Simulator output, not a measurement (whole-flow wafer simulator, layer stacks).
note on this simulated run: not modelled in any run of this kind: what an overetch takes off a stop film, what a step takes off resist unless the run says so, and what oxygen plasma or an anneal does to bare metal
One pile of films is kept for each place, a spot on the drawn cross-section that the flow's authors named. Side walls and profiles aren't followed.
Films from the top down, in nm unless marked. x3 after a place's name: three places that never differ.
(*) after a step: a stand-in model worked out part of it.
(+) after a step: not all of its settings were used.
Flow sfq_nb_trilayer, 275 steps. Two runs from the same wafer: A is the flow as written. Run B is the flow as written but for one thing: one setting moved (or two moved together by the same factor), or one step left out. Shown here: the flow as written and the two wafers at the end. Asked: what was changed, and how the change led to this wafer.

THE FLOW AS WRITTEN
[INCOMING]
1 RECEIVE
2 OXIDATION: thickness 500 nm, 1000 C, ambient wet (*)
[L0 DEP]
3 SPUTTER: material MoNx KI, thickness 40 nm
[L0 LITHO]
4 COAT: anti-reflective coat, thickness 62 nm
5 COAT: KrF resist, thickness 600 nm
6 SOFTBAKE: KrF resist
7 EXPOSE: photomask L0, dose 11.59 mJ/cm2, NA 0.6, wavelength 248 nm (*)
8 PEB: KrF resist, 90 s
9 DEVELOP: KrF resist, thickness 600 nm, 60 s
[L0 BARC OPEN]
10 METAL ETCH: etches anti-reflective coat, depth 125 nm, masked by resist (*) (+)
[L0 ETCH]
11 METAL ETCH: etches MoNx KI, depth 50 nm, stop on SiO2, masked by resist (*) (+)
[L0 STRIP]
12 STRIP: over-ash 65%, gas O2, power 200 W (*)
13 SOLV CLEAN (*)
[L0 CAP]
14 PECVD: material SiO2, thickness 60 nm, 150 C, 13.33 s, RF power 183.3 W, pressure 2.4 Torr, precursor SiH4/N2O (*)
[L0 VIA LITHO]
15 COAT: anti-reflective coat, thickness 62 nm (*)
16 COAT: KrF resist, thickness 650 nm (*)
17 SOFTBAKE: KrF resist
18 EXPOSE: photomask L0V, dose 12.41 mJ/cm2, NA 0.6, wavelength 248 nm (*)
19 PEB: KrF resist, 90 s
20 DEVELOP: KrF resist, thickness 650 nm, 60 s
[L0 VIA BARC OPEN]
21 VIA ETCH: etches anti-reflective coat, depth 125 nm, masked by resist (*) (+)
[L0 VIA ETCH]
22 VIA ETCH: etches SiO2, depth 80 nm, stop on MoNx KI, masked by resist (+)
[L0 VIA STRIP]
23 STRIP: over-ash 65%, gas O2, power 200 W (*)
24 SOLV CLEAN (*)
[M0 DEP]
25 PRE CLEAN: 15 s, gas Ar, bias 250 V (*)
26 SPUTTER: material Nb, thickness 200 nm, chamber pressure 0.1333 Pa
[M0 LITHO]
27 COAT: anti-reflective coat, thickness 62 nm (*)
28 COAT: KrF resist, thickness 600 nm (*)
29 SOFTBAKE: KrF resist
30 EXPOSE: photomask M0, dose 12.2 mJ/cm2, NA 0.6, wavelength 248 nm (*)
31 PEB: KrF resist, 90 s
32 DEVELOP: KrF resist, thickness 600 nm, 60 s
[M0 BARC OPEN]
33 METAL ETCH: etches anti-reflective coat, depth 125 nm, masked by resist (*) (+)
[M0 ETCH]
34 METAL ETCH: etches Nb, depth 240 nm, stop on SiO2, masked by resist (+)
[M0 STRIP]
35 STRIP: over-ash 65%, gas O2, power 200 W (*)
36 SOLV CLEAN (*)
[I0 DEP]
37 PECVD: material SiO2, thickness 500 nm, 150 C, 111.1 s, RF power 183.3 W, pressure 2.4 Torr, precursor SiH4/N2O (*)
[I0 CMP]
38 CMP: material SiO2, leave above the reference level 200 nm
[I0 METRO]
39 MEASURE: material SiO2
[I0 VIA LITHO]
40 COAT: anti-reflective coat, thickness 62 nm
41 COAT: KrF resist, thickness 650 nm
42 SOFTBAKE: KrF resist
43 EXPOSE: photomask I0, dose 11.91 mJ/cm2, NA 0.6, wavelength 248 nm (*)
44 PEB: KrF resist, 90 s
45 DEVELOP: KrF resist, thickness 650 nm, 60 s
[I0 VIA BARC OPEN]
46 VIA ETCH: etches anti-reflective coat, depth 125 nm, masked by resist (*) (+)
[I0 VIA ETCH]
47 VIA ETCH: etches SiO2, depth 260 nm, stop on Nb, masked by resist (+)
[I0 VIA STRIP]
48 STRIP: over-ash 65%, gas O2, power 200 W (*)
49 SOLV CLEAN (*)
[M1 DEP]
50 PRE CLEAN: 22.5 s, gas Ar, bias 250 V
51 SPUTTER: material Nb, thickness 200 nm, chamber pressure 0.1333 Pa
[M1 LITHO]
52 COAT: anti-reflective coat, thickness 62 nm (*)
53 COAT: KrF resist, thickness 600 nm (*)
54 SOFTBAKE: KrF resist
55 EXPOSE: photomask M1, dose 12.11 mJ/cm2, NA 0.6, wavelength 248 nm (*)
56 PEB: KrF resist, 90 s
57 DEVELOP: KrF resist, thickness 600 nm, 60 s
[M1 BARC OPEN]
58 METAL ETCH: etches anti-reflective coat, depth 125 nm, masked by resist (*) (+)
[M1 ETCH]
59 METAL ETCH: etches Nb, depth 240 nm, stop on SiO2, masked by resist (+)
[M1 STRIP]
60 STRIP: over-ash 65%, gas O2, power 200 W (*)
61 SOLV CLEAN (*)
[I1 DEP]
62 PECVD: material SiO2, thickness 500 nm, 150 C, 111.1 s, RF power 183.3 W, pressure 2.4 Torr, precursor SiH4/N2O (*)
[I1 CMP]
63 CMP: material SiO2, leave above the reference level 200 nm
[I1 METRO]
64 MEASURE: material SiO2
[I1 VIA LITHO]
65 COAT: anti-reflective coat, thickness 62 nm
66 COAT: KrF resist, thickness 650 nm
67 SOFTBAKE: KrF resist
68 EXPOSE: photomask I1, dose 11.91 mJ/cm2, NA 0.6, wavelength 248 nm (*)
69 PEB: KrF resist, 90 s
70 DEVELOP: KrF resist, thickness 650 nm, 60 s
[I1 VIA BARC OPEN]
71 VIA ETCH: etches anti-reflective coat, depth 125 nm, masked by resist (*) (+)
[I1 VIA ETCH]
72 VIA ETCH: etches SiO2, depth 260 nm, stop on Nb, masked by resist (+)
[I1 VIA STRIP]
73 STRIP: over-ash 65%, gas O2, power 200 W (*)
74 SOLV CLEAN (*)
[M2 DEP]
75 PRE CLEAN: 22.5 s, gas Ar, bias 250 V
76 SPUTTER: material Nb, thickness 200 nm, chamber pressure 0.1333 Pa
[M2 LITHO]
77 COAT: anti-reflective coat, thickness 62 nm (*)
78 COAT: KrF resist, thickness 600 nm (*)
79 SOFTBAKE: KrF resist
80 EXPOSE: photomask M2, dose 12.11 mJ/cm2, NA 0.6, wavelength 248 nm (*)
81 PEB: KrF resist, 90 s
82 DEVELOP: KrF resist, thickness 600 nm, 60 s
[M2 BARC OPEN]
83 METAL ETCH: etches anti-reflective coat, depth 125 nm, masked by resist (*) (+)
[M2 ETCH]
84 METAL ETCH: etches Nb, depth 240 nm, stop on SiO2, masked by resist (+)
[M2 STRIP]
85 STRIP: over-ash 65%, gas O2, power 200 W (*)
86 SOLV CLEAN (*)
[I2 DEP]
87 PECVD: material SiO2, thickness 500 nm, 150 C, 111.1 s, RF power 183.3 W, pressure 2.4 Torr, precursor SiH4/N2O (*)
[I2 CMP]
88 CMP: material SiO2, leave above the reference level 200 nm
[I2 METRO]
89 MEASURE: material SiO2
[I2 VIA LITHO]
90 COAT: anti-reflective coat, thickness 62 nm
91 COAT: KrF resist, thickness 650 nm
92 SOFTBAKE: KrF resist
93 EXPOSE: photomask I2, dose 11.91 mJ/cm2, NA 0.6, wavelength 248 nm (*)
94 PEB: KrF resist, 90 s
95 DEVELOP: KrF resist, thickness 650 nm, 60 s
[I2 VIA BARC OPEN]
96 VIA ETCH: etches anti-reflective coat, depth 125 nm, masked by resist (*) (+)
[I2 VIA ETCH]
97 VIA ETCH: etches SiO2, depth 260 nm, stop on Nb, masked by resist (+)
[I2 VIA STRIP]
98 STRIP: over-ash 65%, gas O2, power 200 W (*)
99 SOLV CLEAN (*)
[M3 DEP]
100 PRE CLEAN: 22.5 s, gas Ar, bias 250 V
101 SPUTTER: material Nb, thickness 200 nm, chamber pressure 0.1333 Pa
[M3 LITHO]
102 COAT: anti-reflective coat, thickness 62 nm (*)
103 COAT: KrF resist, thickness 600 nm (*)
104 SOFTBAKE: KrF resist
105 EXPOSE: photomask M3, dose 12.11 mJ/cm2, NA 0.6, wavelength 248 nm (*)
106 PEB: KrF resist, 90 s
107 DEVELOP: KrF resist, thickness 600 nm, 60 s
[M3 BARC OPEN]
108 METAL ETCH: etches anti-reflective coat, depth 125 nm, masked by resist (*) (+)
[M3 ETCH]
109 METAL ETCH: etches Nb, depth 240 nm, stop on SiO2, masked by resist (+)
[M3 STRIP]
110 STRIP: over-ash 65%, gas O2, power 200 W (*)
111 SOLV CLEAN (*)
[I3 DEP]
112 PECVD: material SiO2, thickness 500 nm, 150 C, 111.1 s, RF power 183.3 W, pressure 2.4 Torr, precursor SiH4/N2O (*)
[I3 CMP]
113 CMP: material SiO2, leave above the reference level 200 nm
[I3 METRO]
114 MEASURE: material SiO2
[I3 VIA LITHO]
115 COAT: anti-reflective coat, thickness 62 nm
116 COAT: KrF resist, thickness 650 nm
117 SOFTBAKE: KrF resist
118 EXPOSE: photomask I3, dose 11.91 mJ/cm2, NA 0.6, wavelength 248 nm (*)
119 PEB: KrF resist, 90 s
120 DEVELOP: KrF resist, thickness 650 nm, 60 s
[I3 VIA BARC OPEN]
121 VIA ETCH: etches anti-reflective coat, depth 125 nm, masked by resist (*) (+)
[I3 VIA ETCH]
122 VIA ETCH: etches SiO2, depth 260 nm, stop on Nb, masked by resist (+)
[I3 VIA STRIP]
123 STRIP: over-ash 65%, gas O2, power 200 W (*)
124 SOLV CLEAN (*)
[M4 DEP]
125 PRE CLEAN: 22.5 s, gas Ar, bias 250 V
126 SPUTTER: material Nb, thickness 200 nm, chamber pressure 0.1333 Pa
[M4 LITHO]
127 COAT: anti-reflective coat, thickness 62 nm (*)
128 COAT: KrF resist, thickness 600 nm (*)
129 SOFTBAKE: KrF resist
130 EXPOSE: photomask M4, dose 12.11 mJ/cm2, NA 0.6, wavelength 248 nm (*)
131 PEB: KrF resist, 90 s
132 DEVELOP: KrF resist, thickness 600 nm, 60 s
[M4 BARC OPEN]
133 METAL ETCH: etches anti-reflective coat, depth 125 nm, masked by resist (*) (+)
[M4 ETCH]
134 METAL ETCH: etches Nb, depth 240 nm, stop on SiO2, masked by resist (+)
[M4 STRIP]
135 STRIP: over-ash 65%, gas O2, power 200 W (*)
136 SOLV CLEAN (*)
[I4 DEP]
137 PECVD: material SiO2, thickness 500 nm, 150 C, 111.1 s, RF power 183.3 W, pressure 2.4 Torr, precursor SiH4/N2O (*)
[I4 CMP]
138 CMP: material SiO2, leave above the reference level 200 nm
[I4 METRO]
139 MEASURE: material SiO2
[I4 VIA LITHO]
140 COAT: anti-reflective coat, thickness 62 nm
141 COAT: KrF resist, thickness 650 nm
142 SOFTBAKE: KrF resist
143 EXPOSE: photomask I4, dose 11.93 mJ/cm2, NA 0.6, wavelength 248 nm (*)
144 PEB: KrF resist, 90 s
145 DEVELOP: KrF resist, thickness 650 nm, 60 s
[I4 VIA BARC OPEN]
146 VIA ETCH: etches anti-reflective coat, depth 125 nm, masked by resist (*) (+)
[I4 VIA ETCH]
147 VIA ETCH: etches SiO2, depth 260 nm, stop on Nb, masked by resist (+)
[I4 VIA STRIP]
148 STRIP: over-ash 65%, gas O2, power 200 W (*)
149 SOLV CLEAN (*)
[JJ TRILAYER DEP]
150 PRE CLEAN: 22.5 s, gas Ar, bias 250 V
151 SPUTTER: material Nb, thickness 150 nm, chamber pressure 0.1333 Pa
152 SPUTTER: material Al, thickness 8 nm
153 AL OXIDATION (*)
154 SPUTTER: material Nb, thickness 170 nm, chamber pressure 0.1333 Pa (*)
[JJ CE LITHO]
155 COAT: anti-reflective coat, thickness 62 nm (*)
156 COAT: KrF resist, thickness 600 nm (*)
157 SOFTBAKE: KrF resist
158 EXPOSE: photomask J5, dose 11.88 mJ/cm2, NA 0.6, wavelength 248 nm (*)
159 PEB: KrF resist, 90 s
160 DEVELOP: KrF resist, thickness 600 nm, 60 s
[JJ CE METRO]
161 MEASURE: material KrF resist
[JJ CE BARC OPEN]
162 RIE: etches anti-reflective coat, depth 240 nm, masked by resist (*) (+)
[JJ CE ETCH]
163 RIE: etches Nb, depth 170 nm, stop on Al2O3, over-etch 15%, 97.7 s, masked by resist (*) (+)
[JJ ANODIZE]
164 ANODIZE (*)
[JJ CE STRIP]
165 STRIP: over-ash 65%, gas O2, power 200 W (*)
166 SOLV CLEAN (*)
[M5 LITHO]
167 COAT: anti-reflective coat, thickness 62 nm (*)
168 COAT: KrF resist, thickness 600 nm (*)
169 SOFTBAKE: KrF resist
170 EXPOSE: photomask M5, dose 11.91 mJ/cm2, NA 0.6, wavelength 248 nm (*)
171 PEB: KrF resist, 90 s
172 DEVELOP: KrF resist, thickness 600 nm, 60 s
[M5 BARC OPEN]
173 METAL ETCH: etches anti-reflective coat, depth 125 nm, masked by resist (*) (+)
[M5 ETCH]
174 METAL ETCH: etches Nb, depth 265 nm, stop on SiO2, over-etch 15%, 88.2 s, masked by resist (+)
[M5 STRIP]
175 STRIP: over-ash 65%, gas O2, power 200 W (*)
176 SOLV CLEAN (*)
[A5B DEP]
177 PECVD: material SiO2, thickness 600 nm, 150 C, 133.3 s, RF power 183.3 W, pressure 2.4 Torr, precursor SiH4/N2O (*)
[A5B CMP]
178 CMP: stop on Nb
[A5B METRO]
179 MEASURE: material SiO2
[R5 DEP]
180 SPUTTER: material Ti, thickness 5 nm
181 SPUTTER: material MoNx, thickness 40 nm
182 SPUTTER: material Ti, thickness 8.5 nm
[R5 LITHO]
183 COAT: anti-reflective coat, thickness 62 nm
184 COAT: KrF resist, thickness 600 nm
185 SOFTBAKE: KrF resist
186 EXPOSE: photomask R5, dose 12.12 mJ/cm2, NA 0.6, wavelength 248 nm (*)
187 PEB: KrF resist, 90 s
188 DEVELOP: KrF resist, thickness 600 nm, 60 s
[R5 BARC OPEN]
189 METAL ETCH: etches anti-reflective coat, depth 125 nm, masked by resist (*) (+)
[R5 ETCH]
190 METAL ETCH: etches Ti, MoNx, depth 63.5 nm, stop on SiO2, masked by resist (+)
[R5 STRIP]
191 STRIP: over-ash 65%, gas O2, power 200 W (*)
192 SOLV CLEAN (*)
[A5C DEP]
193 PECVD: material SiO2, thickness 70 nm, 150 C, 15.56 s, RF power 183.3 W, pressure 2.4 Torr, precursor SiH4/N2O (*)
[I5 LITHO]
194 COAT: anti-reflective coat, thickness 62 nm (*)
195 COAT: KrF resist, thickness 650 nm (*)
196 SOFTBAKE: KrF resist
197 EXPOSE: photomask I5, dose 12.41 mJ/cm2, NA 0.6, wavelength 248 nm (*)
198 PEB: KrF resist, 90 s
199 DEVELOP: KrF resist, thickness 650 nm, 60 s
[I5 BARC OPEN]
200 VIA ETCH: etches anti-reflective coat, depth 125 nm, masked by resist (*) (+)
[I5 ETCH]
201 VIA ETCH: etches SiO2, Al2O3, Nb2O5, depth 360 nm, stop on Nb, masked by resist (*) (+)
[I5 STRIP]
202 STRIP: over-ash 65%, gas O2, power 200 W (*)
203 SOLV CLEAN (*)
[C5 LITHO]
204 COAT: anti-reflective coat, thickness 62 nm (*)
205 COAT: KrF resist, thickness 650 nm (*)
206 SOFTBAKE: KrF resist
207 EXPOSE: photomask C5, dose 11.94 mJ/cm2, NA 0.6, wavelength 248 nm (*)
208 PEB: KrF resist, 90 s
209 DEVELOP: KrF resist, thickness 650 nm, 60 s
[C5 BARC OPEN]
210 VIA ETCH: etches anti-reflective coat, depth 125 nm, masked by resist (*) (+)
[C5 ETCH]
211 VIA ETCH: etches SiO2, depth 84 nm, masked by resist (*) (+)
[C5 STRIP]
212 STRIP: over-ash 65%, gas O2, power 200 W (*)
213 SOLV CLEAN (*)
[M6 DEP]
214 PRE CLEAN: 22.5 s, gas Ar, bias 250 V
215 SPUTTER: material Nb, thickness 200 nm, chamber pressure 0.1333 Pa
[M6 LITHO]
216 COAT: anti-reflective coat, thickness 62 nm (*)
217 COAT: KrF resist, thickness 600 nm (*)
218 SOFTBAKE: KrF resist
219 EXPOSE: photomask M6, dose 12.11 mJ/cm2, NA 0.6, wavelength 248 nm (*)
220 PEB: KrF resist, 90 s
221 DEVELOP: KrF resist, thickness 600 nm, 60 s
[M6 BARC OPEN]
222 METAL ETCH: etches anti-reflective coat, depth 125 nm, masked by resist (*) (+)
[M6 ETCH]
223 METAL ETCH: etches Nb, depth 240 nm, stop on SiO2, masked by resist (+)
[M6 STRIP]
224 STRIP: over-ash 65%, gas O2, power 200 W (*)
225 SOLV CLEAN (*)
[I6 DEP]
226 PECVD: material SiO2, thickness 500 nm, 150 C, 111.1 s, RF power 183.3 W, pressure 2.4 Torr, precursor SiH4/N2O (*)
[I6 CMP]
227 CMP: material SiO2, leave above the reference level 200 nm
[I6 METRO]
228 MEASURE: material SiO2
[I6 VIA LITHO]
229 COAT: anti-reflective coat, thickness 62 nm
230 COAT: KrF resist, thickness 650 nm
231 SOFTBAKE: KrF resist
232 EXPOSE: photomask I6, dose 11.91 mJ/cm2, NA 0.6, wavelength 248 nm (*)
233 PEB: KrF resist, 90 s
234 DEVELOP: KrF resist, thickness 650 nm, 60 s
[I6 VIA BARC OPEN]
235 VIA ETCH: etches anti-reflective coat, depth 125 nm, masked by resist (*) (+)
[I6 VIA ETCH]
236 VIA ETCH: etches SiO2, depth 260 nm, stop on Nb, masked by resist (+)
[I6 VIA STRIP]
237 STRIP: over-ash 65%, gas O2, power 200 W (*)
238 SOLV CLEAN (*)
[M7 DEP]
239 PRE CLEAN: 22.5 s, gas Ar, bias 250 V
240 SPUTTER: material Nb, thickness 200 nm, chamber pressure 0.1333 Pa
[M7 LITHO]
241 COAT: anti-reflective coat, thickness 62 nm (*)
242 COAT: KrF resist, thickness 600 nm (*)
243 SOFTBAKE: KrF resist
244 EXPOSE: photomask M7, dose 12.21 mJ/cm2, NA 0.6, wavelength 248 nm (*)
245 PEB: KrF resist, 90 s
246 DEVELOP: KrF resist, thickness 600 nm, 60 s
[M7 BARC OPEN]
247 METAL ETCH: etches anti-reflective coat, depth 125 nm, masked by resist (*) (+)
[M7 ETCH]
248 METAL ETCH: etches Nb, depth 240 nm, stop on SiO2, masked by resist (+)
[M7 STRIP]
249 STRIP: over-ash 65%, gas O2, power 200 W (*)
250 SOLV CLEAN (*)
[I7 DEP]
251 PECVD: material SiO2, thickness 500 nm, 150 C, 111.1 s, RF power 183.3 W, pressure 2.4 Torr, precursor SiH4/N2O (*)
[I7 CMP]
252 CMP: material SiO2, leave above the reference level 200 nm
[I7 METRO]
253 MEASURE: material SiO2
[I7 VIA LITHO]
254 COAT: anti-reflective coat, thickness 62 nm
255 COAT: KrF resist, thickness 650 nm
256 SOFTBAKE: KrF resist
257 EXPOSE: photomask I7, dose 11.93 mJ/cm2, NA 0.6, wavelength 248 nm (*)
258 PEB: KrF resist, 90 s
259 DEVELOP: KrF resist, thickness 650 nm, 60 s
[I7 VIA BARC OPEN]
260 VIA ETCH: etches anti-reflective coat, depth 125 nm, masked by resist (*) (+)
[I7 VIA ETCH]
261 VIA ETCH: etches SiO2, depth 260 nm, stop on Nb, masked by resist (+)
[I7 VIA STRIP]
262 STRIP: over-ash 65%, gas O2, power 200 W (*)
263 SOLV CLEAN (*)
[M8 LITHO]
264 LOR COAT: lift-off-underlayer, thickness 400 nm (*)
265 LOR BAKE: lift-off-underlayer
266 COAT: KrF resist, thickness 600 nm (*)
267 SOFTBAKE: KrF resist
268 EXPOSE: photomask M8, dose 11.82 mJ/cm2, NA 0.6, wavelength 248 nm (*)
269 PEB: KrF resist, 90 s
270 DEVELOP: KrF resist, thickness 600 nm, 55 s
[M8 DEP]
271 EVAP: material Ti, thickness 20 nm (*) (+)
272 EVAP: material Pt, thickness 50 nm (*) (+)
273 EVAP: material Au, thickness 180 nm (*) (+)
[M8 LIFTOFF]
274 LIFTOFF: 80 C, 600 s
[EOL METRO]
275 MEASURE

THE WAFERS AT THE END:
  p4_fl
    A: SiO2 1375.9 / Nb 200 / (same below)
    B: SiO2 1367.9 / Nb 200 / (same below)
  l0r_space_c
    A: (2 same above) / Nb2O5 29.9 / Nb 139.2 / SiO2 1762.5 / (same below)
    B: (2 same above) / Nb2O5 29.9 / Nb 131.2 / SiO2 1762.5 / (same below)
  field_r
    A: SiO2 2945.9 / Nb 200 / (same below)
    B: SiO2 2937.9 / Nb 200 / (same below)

The cause: step 151, SPUTTER: thickness 142 nm was run, where the flow has thickness 150 nm.

How the change led to this, step by step:
  151 SPUTTER: material Nb, thickness 150 nm, chamber pressure 0.1333 Pa
      field_l, v_sur, via_sp and 100 more: A Nb +150 (new film) | B Nb +142 (new film)
      via_wl, via_w, via_wr: A Nb +130.4 | B Nb +123.4
  167 COAT: anti-reflective coat, thickness 62 nm (*)
      ce_l: A anti-reflective coat +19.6 (new film) | B anti-reflective coat +18.9 (new film)
      ce_r: A anti-reflective coat +19.7 (new film) | B anti-reflective coat +18.9 (new film)
  174 METAL ETCH: etches Nb, depth 265 nm, stop on SiO2, over-etch 15%, 88.2 s, masked by resist (+)
      field_l, r_sur, res and 50 more: A Al2O3 -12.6 (all of it), Nb2O5 -29.9 (all of it), Nb -139.2 (all of it), SiO2 -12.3 | B Al2O3 -12.6 (all of it), Nb2O5 -29.9 (all of it), Nb -131.2 (all of it), SiO2 -13.1
  175 STRIP: over-ash 65%, gas O2, power 200 W (*)
      ce_l: A KrF resist -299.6 (all of it), anti-reflective coat -19.6 (all of it) | B KrF resist -300.3 (all of it), anti-reflective coat -18.9 (all of it)
      ce_r: A KrF resist -299.9 (all of it), anti-reflective coat -19.7 (all of it) | B KrF resist -300.5 (all of it), anti-reflective coat -18.9 (all of it)
  178 CMP: stop on Nb
      field_l, p4_fl, p4_fm and 39 more: A SiO2 -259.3 | B SiO2 -266.5
      r_sur, res, r_end, moat, field_r, lsp_l: A SiO2 -252.3 | B SiO2 -259.7
      (and at 5 more places)
